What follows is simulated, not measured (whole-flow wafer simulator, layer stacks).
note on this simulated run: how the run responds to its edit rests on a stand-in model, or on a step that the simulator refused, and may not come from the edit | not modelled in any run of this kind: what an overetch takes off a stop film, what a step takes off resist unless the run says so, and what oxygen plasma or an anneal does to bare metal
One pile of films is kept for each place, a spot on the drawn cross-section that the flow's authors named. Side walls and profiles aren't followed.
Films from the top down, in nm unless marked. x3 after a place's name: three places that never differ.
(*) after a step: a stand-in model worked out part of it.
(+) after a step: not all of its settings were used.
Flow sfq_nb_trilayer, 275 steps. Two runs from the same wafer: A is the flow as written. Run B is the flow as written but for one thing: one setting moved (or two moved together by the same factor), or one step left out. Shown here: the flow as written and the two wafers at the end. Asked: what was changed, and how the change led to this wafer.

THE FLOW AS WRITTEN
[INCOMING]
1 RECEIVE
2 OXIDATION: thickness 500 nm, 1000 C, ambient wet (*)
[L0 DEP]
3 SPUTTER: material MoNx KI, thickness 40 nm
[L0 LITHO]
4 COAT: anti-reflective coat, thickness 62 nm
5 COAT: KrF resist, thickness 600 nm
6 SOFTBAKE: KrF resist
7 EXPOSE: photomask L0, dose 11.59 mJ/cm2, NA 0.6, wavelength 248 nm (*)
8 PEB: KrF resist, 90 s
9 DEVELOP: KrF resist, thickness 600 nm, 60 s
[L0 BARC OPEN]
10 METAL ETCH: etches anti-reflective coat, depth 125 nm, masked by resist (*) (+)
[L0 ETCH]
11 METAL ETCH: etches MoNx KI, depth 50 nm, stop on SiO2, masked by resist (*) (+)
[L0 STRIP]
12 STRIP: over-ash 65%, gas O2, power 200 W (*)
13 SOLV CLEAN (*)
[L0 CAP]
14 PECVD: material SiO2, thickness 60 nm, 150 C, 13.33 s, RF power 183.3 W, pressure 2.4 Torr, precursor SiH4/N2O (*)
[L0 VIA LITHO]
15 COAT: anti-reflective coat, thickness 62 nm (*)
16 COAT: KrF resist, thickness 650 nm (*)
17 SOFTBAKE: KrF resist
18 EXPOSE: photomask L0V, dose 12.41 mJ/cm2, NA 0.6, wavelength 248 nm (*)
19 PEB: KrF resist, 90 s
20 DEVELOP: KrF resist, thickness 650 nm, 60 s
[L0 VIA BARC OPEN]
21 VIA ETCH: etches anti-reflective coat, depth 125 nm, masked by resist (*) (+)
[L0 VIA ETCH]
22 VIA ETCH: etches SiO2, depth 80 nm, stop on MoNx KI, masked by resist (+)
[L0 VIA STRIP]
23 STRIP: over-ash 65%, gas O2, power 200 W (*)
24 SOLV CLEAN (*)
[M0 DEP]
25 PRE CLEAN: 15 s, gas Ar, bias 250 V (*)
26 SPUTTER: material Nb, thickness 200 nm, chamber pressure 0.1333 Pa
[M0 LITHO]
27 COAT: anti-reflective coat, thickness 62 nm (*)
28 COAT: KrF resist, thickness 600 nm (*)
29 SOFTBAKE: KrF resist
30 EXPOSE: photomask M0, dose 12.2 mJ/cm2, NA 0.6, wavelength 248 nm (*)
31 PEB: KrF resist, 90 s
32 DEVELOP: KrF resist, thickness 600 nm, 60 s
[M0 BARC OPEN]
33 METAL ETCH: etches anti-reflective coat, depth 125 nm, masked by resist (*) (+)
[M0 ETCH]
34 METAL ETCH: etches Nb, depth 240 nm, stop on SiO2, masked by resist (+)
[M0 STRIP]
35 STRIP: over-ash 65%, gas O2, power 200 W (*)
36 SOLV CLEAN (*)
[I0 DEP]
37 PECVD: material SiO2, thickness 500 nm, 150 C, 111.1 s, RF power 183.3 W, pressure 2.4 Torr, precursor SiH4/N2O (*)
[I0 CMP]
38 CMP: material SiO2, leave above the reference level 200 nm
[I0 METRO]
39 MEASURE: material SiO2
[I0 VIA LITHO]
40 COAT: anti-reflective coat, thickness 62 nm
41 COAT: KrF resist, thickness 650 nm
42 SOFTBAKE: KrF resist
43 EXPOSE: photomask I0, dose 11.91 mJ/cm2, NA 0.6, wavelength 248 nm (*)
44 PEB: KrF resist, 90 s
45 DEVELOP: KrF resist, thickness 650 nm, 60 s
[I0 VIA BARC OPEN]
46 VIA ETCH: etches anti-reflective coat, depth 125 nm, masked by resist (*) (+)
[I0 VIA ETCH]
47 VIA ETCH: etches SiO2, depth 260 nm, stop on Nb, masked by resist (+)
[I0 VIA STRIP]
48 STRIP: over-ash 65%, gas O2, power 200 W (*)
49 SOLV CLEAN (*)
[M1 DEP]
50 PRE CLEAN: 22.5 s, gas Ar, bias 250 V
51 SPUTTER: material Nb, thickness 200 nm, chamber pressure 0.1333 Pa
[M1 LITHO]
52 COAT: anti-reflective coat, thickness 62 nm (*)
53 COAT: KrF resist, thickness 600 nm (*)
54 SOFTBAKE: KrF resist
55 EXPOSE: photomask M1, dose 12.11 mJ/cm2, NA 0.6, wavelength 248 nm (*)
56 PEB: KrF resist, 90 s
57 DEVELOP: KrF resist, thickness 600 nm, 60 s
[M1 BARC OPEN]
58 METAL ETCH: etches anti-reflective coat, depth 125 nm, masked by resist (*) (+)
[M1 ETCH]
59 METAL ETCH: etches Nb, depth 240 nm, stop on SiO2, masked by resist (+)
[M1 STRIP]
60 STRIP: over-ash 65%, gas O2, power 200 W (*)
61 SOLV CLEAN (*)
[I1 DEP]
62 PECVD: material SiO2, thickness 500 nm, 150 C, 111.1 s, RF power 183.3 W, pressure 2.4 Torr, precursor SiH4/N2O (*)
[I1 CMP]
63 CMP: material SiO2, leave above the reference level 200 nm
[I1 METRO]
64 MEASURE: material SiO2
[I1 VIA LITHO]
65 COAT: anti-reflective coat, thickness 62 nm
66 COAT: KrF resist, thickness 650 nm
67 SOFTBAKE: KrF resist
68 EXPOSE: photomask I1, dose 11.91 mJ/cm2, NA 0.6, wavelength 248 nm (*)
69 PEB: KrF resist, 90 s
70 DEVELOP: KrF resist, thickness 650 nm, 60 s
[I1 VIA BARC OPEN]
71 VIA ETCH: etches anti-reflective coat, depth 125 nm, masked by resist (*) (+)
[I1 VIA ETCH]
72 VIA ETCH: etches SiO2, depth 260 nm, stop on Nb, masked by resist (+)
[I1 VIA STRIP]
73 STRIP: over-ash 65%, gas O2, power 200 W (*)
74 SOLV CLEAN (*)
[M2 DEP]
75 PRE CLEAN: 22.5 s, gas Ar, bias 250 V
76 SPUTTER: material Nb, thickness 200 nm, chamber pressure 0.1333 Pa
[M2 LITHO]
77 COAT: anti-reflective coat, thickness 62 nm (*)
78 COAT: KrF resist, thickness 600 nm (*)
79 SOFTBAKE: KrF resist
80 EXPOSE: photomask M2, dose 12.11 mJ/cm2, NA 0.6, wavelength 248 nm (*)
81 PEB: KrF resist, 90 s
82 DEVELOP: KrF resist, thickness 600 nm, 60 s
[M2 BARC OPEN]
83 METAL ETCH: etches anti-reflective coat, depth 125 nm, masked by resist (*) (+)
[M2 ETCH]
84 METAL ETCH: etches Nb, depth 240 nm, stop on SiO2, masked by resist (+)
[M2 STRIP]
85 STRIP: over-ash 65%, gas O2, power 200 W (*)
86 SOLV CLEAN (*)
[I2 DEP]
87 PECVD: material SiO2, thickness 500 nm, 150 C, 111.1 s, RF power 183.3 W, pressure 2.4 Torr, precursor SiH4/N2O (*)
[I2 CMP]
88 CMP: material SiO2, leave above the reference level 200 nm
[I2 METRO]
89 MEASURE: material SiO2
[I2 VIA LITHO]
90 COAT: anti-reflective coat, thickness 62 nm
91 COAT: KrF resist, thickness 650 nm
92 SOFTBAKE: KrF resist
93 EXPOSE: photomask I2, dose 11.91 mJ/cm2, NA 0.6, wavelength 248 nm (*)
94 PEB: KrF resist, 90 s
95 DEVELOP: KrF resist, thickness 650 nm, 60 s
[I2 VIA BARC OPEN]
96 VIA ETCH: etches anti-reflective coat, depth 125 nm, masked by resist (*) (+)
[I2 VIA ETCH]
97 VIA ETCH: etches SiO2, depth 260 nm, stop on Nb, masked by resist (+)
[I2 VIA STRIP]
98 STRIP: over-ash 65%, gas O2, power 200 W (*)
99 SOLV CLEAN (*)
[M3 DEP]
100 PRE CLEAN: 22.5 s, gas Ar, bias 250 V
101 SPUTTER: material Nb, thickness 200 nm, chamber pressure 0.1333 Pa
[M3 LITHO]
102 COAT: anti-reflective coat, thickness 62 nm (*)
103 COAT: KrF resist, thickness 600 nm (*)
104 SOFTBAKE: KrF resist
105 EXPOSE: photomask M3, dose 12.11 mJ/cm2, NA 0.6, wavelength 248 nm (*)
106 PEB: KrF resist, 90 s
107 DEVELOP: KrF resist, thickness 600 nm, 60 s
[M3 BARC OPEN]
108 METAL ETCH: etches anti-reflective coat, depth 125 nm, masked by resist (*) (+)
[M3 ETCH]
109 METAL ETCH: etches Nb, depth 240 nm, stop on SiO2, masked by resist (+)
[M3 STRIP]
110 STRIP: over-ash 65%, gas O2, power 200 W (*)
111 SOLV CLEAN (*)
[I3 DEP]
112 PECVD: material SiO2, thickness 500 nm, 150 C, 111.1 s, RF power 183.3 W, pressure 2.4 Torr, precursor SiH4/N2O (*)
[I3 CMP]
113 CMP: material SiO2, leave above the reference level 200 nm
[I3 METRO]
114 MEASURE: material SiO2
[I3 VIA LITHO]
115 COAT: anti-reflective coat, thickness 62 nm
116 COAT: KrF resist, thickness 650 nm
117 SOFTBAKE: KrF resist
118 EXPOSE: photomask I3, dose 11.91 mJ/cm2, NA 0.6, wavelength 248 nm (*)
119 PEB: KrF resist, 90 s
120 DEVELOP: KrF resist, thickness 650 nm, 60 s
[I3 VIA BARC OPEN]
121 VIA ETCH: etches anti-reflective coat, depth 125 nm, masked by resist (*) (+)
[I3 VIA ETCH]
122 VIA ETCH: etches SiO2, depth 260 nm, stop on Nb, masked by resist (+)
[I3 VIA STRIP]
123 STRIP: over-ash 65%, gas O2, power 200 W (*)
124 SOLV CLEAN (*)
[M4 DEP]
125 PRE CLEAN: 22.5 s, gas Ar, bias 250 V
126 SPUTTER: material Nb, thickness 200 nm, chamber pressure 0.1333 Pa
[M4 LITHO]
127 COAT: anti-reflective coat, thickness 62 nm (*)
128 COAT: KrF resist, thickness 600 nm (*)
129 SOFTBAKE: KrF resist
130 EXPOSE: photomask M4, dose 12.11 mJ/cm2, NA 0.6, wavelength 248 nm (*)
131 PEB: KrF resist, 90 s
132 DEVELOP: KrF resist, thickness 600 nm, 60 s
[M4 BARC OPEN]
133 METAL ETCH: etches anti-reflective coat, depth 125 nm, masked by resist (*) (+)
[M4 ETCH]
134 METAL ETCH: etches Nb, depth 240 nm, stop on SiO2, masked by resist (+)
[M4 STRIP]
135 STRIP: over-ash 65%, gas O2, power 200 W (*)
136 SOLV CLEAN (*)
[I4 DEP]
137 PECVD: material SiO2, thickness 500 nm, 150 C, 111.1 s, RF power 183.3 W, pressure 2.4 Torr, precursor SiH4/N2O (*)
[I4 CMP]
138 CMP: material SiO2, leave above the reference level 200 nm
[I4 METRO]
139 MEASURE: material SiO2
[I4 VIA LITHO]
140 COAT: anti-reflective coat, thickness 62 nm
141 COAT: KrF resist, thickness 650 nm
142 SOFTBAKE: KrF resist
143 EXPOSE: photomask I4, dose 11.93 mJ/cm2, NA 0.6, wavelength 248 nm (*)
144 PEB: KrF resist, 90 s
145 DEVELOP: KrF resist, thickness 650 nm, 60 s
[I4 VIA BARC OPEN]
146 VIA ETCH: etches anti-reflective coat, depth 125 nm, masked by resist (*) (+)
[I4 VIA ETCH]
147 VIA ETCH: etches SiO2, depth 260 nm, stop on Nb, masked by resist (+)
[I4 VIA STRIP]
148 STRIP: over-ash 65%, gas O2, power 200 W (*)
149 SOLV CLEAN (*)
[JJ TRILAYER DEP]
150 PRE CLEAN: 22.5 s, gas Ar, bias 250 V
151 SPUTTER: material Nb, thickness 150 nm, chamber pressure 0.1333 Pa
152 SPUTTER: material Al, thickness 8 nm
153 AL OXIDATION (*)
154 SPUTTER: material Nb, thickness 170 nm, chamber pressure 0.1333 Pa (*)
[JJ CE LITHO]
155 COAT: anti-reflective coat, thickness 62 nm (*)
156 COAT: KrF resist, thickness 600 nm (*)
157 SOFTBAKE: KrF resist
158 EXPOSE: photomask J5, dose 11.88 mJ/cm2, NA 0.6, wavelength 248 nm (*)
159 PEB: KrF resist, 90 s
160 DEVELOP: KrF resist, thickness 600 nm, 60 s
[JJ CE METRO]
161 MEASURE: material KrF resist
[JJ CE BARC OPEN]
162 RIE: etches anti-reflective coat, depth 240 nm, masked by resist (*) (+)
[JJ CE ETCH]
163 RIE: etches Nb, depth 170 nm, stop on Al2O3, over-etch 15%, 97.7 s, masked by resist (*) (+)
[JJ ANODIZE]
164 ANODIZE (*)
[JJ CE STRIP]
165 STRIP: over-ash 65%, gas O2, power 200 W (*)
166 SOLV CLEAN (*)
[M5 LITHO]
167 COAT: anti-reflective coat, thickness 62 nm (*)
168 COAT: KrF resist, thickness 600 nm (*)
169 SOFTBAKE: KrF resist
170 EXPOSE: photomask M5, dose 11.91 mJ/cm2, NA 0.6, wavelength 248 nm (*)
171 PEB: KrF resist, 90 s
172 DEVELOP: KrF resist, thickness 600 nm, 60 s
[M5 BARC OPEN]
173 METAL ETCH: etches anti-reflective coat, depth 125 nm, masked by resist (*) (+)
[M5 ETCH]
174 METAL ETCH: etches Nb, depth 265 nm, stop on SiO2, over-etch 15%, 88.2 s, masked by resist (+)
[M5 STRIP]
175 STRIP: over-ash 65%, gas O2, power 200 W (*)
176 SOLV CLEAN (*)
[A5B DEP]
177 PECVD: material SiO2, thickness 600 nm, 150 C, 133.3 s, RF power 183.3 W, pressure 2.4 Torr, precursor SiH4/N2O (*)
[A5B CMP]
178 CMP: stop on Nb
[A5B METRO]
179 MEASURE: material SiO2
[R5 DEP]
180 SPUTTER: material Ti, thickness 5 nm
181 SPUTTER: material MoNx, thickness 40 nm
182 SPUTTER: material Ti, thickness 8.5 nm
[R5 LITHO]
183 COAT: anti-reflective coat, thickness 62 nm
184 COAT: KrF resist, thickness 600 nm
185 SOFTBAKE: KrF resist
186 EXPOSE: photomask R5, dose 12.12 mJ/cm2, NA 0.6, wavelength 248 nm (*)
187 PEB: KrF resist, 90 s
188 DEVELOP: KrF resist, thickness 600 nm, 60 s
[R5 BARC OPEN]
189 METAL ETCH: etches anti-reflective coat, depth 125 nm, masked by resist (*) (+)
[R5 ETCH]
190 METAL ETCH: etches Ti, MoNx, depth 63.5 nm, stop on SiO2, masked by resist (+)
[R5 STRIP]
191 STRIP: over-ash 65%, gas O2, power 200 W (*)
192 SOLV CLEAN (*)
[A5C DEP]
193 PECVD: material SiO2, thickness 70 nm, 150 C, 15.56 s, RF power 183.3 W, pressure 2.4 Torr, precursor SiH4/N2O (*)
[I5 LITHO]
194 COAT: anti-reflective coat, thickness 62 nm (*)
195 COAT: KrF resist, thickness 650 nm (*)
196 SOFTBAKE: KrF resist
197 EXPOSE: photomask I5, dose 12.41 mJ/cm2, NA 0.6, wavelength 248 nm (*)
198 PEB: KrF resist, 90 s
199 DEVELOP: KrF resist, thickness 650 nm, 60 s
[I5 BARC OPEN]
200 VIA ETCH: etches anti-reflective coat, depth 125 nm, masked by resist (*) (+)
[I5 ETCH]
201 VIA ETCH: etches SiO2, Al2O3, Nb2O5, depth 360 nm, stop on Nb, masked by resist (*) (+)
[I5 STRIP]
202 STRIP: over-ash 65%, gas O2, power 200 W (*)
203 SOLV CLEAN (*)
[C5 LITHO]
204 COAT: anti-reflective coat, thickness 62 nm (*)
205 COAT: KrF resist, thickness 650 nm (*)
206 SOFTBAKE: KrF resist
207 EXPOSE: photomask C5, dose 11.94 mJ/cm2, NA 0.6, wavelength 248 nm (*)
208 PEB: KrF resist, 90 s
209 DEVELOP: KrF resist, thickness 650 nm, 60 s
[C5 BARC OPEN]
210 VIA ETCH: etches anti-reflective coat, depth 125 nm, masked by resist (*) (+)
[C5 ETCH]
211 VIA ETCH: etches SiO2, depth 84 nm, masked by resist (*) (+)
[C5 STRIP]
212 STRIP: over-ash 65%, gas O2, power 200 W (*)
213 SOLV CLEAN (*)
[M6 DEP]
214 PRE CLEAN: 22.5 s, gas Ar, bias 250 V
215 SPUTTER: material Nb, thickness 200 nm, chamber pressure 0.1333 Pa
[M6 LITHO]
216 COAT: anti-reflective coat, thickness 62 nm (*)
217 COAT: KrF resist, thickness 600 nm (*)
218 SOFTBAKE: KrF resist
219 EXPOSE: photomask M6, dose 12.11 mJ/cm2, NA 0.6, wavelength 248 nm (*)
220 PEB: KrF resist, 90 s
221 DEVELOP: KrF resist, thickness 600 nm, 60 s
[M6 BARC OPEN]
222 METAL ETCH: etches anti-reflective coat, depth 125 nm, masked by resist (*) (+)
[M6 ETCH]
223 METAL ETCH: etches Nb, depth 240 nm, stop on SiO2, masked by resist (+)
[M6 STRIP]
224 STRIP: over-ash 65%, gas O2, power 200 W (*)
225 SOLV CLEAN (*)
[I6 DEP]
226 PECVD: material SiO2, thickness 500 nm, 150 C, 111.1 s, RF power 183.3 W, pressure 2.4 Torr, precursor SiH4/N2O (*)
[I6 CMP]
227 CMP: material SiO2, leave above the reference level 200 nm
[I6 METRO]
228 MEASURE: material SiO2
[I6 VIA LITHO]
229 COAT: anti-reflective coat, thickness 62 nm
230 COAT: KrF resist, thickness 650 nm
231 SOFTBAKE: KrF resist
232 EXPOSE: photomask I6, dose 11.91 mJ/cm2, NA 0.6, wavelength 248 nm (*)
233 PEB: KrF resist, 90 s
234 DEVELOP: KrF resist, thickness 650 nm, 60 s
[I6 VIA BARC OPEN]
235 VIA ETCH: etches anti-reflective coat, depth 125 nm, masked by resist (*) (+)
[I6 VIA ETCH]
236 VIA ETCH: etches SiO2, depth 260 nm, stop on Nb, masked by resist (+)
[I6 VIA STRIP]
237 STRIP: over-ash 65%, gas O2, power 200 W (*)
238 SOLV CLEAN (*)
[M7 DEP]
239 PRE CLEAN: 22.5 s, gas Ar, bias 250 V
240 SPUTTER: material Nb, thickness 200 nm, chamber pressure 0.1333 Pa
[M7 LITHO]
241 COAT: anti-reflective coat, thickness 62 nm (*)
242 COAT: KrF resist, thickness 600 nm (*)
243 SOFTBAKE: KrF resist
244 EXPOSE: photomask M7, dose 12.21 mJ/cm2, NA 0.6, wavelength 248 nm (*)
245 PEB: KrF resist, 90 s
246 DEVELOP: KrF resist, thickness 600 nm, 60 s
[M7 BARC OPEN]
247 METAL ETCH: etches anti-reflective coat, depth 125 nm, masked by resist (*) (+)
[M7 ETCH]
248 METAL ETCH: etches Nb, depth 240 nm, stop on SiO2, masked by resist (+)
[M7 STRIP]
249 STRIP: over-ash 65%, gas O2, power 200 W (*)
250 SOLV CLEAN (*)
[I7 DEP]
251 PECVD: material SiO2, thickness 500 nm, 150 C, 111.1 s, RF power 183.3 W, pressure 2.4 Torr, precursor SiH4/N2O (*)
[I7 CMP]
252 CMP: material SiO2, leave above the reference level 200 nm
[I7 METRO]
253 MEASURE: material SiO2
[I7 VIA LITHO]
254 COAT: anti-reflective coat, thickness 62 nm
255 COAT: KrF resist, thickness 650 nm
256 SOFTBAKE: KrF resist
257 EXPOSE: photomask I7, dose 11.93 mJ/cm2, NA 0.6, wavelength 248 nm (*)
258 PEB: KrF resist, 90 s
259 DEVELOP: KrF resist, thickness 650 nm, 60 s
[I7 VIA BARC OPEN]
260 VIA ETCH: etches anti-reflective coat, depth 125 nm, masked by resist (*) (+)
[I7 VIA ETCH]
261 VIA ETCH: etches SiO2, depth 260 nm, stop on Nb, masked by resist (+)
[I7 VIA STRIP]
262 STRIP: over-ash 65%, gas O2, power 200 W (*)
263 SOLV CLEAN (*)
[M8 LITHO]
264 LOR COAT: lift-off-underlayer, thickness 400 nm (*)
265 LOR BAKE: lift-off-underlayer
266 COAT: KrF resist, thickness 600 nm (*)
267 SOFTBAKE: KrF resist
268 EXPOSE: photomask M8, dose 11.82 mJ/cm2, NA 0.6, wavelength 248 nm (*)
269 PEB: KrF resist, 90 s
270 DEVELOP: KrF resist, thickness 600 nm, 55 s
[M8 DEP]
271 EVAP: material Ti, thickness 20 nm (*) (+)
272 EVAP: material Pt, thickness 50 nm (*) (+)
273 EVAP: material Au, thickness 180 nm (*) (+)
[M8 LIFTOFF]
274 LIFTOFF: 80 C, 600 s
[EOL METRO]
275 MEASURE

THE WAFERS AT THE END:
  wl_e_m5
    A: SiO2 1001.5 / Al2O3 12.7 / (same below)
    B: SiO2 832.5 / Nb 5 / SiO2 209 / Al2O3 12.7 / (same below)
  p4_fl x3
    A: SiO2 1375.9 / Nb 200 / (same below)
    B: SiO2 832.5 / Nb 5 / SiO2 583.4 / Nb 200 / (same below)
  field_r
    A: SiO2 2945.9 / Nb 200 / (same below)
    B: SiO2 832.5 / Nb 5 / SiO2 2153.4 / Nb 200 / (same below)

The cause: step 215, SPUTTER: thickness 245 nm was run, where the flow has thickness 200 nm.

How the change led to this, step by step:
  215 SPUTTER: material Nb, thickness 200 nm, chamber pressure 0.1333 Pa
      field_l, v_sur, via_wl and 100 more: A Nb +200 (new film) | B Nb +245 (new film)
      be: A Nb +147.3 | B Nb +179.9
      (and at 2 more places)
  216 COAT: anti-reflective coat, thickness 62 nm (*)
      be: A anti-reflective coat +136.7 (new film) | B anti-reflective coat +140.5 (new film)
  223 METAL ETCH: etches Nb, depth 240 nm, stop on SiO2, masked by resist (+)
      field_l, gap, moat and 76 more: A Nb -200 (all of it) | B Nb -240
  224 STRIP: over-ash 65%, gas O2, power 200 W (*)
      be: A KrF resist -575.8 (all of it), anti-reflective coat -136.7 (all of it) | B KrF resist -583 (all of it), anti-reflective coat -140.5 (all of it)
  226 PECVD: material SiO2, thickness 500 nm, 150 C, 111.1 s, RF power 183.3 W, pressure 2.4 Torr, precursor SiH4/N2O (*)
      field_l, p4_fl x3, p4_w1 x9 and 52 more: A SiO2 +500 | B SiO2 +500 (new film)
      moat, field_r, lsp_l, ln_m5, lsp_m: A SiO2 +493.6 | B SiO2 +492.3 (new film)
      (and at 10 more places)
  227 CMP: material SiO2, leave above the reference level 200 nm
      field_l, p4_fl x3, p4_w1 x9 and 49 more: A SiO2 -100 | B SiO2 -60
      moat, field_r, lsp_l, ln_m5, lsp_m: A SiO2 -93.6 | B SiO2 -52.3
      (and at 9 more places)
Counting metal films that touch as one body, wl_e_m5 has 7 bodies (between them, from the top down: SiO2 209 / Al2O3 12.7 / Nb2O5 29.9; SiO2 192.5; SiO2 192.5; SiO2 192.5; SiO2 192.5; SiO2 192.5); the flow as written gives 6 bodies (between them, from the top down: SiO2 192.5; SiO2 192.5; SiO2 192.5; SiO2 192.5; SiO2 192.5).
Counting metal films that touch as one body, p4_fl x3 has 3 bodies (between them, from the top down: SiO2 583.4; SiO2 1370); the flow as written gives 2 bodies (between them, from the top down: SiO2 1370).
Counting metal films that touch as one body, field_r has 2 bodies (between them, from the top down: SiO2 2153.4); the flow as written gives 1 body.
